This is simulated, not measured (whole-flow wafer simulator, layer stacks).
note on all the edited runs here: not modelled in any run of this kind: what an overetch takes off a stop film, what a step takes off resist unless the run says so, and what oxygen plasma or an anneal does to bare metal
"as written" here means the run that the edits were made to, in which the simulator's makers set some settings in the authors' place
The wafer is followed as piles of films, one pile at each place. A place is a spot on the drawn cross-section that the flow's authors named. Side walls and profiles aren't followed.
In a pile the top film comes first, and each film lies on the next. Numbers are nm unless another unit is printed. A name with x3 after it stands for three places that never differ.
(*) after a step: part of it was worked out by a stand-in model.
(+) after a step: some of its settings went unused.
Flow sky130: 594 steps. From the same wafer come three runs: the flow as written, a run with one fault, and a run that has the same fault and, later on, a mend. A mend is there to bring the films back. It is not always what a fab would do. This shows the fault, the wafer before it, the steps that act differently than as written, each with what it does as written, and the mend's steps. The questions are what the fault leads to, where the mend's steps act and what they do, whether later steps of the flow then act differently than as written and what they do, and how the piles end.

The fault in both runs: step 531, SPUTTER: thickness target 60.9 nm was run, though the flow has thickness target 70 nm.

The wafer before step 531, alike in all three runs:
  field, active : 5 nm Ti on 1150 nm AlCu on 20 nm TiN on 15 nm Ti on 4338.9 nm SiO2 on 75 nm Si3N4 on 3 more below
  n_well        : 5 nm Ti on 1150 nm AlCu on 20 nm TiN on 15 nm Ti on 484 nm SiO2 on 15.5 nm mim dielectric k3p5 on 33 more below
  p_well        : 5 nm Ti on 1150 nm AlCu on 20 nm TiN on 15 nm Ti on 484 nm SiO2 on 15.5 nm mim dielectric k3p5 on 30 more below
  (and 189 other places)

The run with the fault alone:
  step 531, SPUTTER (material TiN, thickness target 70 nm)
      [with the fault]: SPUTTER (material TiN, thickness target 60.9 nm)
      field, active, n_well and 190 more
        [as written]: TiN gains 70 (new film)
        [with the fault]: TiN gains 60.9 (new film)
  Steps later in the flow that act otherwise than as written (21 more steps, not shown, differ only slightly: by at most 2% or 0.5 nm, whichever is larger):
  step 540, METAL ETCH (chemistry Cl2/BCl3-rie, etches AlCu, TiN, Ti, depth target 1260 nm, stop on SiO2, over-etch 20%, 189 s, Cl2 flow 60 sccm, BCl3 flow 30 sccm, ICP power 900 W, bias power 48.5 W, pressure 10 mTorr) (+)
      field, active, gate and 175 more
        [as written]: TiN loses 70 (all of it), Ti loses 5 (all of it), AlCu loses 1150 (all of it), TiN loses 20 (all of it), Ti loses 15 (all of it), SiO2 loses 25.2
        [with the fault]: TiN loses 60.9 (all of it), Ti loses 5 (all of it), AlCu loses 1150 (all of it), TiN loses 20 (all of it), Ti loses 15 (all of it), SiO2 loses 26.1
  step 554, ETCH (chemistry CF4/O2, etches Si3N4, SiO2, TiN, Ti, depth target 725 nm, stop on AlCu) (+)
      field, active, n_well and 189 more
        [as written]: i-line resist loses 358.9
        [with the fault]: i-line resist loses 349.8
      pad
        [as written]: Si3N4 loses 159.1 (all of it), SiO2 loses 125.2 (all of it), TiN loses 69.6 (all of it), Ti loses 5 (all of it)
        [with the fault]: Si3N4 loses 159.1 (all of it), SiO2 loses 125.2 (all of it), TiN loses 60.5 (all of it), Ti loses 5 (all of it)
  The piles end different from the flow's at n_well, p_well, sd_n and 11 more by more than 2% or 0.5 nm, whichever is larger.
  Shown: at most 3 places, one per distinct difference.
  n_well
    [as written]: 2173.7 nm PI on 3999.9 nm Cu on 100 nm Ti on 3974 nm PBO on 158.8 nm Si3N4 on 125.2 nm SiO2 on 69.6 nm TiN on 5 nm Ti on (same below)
    [with the fault]: 2174.7 nm PI on 3999.9 nm Cu on 100 nm Ti on 3980.6 nm PBO on 158.8 nm Si3N4 on 125.2 nm SiO2 on 60.5 nm TiN on 5 nm Ti on (same below)
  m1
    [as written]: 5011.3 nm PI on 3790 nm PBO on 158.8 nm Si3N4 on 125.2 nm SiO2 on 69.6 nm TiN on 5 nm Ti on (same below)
    [with the fault]: 5011.8 nm PI on 3797.6 nm PBO on 158.8 nm Si3N4 on 125.2 nm SiO2 on 60.5 nm TiN on 5 nm Ti on (same below)
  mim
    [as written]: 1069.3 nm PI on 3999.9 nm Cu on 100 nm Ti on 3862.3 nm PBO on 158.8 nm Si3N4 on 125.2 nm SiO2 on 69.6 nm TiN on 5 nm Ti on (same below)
    [with the fault]: 1070.2 nm PI on 3999.9 nm Cu on 100 nm Ti on 3869.3 nm PBO on 158.8 nm Si3N4 on 125.2 nm SiO2 on 60.5 nm TiN on 5 nm Ti on (same below)

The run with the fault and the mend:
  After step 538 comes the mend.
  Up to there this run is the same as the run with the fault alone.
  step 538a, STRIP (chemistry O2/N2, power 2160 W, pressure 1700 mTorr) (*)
      n_well, p_well, sd_n and 9 more
        resist loses 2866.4 (all of it)
      m1, via4_hole
        resist loses 2868.5 (all of it)
      via4_enc
        resist loses 2866.3 (all of it)
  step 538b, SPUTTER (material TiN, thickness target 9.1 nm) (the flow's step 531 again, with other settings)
      field, active, n_well and 190 more
        TiN gains 9.1
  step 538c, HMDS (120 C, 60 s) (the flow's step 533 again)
      alters no film at any place that is followed
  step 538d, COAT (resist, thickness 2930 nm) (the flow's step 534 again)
      n_well, p_well, gate_hv and 172 more
        resist gains 2930 (new film)
      field, active, gate and 13 more
        resist gains 2929.9 (new film)
      m1, via4_hole
        resist gains 2932.1 (new film)
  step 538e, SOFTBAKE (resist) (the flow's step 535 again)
      field, active, gate, spacer, m1, sonos_cell, sonos_guard, sonos_guard_hv
        resist gains 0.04
      nwell_res
        resist gains 0.03
      pplus_nw
        resist gains 0.02
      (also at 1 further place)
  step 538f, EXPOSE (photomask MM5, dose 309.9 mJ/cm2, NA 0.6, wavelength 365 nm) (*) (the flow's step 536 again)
      alters no film at any place that is followed
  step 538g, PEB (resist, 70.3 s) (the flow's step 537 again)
      field, active, n_well and 188 more
        resist loses 63.6
      m1, via4_hole
        resist loses 63.7
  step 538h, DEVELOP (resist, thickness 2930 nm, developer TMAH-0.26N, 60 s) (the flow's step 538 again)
      field, active, gate and 168 more
        resist loses 2866.4 (all of it)
      via1_hole, via1_enc, via2_hole, via2_enc, via3_hole, via3_enc, via_li1
        resist loses 2866.3 (all of it)
  None of the later steps of the flow acts differently than as written at any place that is followed.
  At every place that both follow, the piles at the end match the flow's.
